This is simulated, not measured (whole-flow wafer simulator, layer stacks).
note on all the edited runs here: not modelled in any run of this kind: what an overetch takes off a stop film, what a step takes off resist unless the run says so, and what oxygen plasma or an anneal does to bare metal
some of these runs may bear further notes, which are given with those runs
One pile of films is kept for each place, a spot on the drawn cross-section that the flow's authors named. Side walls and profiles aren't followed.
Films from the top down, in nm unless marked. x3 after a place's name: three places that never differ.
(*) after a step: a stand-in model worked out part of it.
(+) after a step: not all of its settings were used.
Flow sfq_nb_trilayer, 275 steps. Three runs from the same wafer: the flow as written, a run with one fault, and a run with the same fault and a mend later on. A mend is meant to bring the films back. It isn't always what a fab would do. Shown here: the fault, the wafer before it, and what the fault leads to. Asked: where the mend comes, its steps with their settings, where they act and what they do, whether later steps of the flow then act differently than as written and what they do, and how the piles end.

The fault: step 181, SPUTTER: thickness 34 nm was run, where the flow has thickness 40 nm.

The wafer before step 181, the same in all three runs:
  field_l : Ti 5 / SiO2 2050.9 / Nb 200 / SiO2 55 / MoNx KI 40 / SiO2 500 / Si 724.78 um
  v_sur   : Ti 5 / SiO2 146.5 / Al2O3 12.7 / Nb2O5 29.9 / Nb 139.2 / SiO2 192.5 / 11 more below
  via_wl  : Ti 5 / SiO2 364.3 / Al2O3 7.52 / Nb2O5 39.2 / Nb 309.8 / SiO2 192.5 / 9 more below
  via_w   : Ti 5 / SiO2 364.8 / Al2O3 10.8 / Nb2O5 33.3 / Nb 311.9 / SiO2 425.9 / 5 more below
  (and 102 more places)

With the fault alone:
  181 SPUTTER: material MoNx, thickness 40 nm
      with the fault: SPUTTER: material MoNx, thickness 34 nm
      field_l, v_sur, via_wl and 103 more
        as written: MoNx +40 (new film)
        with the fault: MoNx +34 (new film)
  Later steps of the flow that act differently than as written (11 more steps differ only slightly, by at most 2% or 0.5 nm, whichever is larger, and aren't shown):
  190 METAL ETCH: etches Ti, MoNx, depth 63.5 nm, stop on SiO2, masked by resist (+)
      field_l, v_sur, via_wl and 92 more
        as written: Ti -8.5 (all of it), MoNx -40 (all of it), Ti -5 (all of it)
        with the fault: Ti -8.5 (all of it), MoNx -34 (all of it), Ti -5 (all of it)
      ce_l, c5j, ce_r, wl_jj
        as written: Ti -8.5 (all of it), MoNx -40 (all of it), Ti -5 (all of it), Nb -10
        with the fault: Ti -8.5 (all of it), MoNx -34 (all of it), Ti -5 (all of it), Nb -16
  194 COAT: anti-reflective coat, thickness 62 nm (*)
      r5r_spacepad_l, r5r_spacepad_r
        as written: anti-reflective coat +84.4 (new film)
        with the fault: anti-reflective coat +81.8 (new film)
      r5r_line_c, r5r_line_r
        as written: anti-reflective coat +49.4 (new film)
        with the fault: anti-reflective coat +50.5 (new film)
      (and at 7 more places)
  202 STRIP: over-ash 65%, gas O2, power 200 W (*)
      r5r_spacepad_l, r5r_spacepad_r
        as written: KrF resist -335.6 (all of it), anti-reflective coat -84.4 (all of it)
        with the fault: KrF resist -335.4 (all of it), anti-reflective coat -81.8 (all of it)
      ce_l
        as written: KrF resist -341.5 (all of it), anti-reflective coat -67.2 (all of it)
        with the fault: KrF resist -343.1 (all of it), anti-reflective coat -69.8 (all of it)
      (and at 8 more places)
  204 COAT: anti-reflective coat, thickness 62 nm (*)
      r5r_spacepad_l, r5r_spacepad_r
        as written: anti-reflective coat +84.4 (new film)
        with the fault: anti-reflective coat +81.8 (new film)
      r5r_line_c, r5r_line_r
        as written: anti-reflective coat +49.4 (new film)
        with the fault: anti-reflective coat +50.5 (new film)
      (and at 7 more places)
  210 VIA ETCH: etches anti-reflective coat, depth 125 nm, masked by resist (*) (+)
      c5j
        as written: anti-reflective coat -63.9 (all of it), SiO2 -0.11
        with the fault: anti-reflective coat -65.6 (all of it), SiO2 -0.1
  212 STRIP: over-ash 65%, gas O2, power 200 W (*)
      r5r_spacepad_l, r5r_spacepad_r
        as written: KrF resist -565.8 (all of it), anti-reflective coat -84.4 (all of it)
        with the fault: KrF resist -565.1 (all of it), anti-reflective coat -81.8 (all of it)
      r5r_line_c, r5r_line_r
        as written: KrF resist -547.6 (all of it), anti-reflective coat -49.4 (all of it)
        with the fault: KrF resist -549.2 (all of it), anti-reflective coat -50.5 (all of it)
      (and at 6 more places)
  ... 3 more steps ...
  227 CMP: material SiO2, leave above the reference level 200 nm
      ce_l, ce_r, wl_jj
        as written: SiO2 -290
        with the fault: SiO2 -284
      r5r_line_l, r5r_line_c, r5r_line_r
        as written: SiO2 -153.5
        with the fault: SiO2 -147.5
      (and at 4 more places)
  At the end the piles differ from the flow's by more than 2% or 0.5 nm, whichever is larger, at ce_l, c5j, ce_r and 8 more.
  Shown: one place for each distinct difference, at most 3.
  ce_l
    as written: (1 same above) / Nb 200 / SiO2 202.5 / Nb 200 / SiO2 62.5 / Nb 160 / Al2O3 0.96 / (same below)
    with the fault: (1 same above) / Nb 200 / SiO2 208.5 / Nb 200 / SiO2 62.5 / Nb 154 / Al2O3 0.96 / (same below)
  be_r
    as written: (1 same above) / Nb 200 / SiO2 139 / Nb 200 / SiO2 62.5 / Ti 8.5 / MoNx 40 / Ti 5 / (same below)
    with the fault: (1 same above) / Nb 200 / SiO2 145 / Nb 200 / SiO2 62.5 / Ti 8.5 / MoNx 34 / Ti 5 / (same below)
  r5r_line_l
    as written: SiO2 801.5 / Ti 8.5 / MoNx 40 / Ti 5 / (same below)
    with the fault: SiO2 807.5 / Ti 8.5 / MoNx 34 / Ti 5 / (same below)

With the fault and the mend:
  The mend comes after step 181.
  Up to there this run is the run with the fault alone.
  181a SPUTTER: material MoNx, thickness 6 nm (the flow's step 181 once more, with other settings)
      field_l, v_sur, via_wl and 103 more
        MoNx +6
  No later step of the flow acts differently than as written at any place that is followed.
  At the end the piles are the same as the flow's at every place that both follow.
